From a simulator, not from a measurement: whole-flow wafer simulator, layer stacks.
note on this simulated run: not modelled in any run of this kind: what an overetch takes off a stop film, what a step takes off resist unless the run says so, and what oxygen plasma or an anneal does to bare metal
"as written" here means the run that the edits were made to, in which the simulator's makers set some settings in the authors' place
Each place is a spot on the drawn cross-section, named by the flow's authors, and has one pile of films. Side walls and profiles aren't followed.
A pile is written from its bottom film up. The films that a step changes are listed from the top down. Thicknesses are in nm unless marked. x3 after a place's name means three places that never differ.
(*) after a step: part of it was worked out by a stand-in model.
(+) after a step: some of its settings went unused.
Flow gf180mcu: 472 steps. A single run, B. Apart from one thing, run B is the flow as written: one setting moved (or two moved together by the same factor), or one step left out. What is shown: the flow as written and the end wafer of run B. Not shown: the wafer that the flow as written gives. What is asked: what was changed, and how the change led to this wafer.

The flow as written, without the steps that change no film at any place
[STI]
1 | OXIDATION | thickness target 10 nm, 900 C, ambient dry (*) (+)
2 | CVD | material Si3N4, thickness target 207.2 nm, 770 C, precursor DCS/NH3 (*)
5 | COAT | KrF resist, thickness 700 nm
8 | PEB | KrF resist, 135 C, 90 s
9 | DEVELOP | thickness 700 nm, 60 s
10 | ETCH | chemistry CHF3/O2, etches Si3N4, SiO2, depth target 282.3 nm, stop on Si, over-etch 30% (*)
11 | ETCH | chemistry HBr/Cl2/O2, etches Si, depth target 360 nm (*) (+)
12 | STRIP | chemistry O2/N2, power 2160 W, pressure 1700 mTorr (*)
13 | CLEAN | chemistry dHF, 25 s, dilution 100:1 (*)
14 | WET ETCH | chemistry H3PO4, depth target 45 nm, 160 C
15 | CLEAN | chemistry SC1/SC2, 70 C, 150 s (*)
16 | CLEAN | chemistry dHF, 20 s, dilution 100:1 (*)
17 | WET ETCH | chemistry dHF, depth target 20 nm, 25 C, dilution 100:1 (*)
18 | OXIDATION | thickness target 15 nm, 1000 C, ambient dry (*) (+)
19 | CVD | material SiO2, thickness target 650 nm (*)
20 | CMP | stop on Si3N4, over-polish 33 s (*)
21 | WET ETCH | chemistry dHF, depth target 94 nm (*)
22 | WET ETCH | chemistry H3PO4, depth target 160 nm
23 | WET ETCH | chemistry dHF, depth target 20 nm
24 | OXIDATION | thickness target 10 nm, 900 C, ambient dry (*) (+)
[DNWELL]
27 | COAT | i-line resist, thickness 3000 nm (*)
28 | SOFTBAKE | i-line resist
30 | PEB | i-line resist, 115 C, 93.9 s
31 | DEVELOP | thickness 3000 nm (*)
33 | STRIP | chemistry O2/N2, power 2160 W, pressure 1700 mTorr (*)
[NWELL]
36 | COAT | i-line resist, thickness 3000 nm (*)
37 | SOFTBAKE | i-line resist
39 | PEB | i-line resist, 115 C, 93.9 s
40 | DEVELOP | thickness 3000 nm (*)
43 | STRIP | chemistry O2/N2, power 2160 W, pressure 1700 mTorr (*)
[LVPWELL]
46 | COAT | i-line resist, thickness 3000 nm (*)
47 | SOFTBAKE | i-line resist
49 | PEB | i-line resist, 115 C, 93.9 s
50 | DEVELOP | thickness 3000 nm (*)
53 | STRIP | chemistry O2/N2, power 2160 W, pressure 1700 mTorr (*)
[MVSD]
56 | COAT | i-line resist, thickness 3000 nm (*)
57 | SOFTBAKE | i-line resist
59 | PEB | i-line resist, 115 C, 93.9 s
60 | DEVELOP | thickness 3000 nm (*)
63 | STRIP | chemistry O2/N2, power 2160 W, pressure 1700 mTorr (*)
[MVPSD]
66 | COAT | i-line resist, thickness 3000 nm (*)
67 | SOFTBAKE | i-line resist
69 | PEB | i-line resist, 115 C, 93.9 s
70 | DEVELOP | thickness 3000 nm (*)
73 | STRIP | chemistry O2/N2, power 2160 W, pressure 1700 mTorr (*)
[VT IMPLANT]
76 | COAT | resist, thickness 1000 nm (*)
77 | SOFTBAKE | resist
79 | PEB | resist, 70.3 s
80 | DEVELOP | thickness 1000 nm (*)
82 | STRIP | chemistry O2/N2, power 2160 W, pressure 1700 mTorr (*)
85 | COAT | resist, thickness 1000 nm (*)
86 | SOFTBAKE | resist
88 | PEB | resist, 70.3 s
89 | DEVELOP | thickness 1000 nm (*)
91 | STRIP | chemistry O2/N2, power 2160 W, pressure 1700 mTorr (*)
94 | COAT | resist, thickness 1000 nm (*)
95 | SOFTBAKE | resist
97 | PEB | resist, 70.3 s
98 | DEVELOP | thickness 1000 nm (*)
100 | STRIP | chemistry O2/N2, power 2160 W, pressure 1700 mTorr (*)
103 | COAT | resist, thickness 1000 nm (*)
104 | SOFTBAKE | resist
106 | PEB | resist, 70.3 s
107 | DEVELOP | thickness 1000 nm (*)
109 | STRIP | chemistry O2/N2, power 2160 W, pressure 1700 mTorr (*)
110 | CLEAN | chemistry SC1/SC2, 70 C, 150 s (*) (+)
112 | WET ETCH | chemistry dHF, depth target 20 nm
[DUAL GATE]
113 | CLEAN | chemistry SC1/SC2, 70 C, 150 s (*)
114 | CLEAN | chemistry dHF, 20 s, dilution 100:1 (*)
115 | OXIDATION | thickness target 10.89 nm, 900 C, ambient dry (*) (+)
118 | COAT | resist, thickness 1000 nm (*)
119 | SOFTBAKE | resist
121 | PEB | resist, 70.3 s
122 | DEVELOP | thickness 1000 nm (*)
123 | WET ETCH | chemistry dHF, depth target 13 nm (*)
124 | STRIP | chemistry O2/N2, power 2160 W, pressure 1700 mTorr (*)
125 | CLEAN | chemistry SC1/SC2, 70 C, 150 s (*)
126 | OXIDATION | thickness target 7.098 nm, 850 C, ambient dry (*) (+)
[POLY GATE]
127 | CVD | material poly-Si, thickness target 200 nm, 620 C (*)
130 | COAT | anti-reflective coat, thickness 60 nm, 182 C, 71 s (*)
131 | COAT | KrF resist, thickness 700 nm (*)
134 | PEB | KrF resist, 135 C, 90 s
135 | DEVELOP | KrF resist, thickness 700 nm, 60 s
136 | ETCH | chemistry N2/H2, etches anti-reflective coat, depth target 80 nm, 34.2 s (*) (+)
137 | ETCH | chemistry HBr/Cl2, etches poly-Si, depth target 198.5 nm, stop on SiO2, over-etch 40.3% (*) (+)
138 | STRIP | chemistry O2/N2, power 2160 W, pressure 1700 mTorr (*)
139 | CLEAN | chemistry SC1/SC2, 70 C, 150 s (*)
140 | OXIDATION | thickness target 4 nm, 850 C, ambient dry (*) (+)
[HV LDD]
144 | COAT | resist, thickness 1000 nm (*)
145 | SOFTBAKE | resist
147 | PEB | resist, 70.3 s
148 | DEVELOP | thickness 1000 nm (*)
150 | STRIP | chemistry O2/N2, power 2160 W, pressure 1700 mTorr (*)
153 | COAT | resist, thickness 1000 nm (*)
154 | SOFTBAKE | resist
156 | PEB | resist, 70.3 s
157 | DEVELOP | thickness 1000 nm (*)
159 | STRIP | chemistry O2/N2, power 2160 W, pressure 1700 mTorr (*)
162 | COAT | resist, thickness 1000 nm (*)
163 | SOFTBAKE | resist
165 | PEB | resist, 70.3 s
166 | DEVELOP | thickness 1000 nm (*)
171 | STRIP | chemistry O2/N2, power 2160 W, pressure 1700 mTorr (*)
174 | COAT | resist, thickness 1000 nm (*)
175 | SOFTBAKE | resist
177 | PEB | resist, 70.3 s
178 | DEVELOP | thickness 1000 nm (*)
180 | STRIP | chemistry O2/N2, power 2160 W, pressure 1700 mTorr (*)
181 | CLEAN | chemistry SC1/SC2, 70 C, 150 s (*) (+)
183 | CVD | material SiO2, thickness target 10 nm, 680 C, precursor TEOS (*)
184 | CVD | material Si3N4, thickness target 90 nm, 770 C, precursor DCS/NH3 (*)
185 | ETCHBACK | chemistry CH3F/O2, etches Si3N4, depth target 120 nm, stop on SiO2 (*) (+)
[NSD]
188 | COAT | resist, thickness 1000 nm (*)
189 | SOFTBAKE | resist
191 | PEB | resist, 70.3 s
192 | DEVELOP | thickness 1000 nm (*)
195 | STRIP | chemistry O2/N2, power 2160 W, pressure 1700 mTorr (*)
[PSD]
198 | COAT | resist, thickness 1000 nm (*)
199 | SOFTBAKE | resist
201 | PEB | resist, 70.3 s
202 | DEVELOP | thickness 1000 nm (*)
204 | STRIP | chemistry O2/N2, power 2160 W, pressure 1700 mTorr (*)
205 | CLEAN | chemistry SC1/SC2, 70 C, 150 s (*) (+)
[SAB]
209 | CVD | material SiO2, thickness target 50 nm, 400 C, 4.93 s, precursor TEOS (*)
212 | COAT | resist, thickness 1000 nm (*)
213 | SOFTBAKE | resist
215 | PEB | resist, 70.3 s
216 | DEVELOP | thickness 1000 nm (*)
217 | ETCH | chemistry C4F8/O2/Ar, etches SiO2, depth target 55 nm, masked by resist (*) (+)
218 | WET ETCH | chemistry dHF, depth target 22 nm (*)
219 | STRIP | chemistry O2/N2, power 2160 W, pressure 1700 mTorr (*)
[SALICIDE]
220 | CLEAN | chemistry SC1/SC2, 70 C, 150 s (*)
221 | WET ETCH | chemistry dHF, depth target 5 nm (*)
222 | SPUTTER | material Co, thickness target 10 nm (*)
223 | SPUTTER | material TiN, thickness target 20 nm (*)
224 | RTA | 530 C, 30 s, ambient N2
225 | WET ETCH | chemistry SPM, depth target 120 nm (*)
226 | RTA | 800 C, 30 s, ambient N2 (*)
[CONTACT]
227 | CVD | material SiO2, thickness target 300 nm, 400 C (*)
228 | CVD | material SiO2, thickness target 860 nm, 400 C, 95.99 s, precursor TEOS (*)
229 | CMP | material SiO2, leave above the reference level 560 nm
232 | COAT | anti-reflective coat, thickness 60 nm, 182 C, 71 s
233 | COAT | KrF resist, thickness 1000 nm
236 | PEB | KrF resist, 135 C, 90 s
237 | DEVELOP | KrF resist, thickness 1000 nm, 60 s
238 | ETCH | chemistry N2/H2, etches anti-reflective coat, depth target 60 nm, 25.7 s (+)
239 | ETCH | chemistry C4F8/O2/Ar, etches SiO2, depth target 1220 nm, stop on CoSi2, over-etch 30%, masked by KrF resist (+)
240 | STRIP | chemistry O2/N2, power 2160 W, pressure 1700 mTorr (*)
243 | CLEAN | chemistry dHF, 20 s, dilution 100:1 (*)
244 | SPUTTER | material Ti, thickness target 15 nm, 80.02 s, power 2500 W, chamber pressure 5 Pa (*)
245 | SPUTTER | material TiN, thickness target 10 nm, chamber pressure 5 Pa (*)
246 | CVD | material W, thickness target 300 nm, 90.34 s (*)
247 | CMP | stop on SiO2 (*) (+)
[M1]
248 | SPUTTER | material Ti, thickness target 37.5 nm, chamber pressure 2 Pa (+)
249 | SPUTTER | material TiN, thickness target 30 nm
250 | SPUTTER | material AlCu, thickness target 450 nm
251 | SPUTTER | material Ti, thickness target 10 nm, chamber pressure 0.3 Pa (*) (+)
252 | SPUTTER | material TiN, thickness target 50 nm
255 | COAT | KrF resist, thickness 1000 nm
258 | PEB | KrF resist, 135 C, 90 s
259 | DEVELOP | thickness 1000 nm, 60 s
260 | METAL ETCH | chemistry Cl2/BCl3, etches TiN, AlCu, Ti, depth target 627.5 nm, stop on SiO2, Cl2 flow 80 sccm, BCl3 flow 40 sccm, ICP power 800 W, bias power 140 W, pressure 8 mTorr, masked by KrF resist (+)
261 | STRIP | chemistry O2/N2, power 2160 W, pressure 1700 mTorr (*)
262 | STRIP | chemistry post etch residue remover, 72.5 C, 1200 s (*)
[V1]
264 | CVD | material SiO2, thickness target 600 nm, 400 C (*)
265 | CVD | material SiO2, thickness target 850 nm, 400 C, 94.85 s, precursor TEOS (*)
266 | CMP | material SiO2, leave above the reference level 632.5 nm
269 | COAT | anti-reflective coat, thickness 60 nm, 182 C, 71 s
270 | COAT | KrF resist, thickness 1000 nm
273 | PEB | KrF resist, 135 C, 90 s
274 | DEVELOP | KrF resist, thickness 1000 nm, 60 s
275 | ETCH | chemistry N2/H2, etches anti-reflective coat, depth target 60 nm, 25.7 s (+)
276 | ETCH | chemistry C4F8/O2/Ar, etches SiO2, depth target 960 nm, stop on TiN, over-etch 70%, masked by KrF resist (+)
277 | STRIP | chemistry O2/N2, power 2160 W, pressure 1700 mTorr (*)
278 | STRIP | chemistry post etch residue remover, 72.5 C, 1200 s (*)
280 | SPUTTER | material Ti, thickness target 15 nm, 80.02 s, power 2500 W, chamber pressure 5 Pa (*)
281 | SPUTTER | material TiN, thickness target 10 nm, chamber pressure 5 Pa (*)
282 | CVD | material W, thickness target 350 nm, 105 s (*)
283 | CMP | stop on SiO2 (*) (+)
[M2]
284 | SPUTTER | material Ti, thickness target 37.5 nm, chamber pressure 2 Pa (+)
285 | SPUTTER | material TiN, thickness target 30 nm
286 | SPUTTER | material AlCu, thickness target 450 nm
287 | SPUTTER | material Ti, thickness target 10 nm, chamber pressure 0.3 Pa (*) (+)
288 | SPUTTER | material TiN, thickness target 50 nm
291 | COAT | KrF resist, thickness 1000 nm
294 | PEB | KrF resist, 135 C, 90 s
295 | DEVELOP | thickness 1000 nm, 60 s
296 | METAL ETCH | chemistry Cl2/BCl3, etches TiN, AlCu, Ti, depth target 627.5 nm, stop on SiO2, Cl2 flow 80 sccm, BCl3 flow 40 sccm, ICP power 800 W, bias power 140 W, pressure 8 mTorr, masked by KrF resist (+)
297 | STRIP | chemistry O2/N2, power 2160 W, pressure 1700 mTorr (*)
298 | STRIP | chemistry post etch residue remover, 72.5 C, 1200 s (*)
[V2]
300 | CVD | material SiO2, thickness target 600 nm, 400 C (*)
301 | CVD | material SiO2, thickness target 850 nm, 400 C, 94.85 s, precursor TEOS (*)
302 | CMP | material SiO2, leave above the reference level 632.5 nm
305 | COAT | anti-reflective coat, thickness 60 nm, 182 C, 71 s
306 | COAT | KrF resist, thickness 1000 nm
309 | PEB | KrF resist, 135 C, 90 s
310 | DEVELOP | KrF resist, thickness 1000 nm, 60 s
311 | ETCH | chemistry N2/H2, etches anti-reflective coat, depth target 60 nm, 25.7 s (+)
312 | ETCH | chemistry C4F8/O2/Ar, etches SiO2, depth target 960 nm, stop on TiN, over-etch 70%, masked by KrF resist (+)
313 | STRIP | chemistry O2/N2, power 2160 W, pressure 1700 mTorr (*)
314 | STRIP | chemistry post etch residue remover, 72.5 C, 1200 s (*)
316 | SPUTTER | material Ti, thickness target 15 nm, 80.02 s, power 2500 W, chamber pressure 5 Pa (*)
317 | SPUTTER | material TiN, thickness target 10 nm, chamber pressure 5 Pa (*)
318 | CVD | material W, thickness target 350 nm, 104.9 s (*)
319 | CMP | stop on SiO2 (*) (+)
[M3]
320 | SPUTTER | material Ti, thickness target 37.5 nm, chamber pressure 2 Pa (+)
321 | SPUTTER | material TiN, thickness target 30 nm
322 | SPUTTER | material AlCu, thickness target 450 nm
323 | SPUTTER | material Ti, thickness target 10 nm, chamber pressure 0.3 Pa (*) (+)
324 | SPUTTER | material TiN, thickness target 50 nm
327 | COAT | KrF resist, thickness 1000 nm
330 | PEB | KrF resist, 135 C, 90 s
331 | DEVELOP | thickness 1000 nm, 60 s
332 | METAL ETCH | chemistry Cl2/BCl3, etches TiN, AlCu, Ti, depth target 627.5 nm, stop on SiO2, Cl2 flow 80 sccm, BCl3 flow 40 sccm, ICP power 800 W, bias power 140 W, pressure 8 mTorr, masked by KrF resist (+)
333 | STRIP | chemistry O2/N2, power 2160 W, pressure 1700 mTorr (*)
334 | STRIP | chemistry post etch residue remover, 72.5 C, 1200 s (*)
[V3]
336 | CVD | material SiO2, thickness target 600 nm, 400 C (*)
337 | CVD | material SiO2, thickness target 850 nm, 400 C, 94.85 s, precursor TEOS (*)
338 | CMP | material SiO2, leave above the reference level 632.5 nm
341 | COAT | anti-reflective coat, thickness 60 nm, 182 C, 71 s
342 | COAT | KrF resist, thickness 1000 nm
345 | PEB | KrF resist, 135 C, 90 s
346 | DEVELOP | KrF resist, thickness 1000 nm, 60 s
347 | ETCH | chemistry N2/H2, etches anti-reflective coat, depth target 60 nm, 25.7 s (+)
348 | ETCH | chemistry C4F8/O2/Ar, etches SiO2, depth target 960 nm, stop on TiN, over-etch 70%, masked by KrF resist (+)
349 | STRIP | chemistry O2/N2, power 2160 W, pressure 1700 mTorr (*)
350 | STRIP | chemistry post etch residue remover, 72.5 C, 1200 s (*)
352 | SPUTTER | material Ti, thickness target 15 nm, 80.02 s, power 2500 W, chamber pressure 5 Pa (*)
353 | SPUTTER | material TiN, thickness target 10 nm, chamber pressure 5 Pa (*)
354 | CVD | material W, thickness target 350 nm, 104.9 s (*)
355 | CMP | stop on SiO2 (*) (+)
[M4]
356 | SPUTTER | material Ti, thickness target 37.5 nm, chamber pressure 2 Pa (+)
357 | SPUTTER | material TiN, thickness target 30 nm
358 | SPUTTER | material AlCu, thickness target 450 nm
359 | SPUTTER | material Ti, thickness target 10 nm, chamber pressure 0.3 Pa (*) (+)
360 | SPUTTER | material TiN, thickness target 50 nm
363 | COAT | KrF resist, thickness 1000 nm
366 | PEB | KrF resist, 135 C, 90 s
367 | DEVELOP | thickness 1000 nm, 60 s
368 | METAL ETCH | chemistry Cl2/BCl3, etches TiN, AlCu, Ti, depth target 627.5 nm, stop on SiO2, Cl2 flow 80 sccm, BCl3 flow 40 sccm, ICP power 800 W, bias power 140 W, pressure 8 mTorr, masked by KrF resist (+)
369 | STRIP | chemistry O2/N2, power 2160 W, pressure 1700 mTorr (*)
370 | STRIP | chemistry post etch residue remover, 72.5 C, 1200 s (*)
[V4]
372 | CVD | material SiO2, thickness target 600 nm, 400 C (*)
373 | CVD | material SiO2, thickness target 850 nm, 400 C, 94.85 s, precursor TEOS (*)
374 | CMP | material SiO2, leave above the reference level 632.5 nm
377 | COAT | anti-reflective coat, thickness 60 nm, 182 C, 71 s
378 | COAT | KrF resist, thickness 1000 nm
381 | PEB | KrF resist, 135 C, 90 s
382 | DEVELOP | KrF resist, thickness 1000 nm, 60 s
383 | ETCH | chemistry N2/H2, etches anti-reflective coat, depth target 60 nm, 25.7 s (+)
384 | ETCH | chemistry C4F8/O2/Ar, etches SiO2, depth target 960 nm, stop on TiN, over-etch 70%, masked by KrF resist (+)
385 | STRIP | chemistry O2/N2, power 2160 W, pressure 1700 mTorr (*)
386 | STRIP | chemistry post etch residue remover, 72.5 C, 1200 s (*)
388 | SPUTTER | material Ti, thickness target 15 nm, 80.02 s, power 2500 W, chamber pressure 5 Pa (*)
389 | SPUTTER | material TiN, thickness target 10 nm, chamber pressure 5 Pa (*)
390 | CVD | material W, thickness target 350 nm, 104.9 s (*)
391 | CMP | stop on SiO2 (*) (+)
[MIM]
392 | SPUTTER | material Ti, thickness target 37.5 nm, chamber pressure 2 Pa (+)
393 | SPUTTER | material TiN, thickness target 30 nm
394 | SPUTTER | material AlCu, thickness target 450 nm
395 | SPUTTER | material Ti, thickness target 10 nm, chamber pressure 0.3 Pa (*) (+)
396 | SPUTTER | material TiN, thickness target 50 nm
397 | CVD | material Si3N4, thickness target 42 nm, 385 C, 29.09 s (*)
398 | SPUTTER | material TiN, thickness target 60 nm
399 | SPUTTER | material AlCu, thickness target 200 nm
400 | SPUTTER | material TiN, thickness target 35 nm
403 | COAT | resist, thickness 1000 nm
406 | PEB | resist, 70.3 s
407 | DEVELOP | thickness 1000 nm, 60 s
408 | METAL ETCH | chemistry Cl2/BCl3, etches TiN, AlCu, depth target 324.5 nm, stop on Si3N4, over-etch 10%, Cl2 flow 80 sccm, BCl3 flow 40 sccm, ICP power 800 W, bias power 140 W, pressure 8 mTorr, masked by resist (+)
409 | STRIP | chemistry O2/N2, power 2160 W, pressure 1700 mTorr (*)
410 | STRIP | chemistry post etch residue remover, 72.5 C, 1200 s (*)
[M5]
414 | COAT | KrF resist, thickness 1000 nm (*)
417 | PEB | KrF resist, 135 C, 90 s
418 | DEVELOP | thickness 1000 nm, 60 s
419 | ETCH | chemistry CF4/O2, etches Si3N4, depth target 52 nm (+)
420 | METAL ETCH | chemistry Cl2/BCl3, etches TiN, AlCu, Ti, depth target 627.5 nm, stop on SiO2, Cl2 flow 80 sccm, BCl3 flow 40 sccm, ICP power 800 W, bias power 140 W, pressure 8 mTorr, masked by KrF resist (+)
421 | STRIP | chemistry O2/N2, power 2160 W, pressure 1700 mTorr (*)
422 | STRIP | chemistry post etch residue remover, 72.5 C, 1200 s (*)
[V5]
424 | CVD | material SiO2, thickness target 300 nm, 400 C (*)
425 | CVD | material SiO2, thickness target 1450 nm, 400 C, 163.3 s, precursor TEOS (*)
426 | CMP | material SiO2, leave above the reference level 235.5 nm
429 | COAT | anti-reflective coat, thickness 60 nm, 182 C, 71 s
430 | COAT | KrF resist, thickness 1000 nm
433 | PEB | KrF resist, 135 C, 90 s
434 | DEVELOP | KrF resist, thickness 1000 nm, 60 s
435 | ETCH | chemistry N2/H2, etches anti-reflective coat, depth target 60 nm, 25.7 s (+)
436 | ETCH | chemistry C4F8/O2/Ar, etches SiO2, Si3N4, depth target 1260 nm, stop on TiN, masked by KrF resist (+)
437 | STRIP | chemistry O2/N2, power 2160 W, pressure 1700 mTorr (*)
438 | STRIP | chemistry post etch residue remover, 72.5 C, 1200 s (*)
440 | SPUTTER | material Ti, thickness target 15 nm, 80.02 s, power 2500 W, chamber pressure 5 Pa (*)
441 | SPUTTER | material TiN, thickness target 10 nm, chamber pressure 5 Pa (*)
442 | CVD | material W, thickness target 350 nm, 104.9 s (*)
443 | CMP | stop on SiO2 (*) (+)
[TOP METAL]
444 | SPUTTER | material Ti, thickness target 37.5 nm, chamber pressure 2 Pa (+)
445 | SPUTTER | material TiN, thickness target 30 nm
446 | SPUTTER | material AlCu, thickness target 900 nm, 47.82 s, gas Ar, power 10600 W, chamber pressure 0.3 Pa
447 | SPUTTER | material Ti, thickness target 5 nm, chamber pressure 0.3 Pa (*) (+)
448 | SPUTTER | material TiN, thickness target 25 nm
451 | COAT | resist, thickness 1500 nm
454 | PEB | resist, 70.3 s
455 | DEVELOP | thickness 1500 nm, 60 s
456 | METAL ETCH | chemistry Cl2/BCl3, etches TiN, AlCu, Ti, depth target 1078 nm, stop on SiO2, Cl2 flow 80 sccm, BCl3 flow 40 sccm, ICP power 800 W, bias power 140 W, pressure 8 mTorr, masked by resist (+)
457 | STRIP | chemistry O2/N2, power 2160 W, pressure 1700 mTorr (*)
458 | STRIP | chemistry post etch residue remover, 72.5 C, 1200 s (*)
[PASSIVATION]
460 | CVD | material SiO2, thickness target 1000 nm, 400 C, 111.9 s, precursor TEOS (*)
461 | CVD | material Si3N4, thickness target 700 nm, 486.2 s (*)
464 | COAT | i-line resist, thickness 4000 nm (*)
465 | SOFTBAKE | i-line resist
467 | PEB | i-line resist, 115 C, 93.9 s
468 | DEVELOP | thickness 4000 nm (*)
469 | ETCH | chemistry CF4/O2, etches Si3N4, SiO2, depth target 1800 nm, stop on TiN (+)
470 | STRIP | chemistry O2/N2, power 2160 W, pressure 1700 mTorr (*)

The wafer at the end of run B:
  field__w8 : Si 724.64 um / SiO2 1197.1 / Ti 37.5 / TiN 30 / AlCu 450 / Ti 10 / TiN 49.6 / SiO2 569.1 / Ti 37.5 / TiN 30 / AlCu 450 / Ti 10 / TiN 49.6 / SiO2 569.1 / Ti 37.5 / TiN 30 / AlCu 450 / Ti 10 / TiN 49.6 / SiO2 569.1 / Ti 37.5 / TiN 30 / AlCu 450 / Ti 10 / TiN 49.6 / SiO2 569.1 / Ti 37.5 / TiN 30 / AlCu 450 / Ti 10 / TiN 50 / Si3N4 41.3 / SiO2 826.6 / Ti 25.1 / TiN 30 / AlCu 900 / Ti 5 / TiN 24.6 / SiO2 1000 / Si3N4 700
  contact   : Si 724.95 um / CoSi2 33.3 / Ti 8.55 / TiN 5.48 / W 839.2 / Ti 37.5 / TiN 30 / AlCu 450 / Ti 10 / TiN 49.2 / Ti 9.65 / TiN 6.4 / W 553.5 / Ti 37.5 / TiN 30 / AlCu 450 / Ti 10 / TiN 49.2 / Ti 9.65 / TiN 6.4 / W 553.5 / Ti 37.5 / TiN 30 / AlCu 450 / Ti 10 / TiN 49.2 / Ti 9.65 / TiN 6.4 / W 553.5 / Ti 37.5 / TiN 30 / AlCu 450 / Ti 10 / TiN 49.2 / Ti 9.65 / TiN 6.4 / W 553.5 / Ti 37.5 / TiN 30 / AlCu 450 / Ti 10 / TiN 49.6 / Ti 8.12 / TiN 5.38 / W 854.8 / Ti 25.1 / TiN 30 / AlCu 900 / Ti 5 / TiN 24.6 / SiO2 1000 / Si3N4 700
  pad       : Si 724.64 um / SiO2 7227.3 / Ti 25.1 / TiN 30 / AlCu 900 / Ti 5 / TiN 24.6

The reason: step 444, SPUTTER: thickness target 25.1 nm was run, while the flow as written has thickness target 37.5 nm.
The wafer lets one read it off: field__w8 has Ti 25.1, and step 444 as written asks for 37.5 nm.

The path from the change to this, step by step:
  444 | SPUTTER | material Ti, thickness target 37.5 nm, chamber pressure 2 Pa (+)
      field, field__w1, field__w2 and 109 more: +25.1 Ti (new film) (as written it would have been: +37.5 Ti (new film))
  456 | METAL ETCH | chemistry Cl2/BCl3, etches TiN, AlCu, Ti, depth target 1078 nm, stop on SiO2, Cl2 flow 80 sccm, BCl3 flow 40 sccm, ICP power 800 W, bias power 140 W, pressure 8 mTorr, masked by resist (+)
      field, field__w1, field__w2 and 103 more: -25 TiN (all of it), -5 Ti (all of it), -900 AlCu (all of it), -30 TiN (all of it), -25.1 Ti (all of it) (as written it would have been: -25 TiN (all of it), -5 Ti (all of it), -900 AlCu (all of it), -30 TiN (all of it), -37.5 Ti (all of it))
  465 | SOFTBAKE | i-line resist
      field__w3: +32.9 i-line resist (as written it would have been: +33.6 i-line resist)
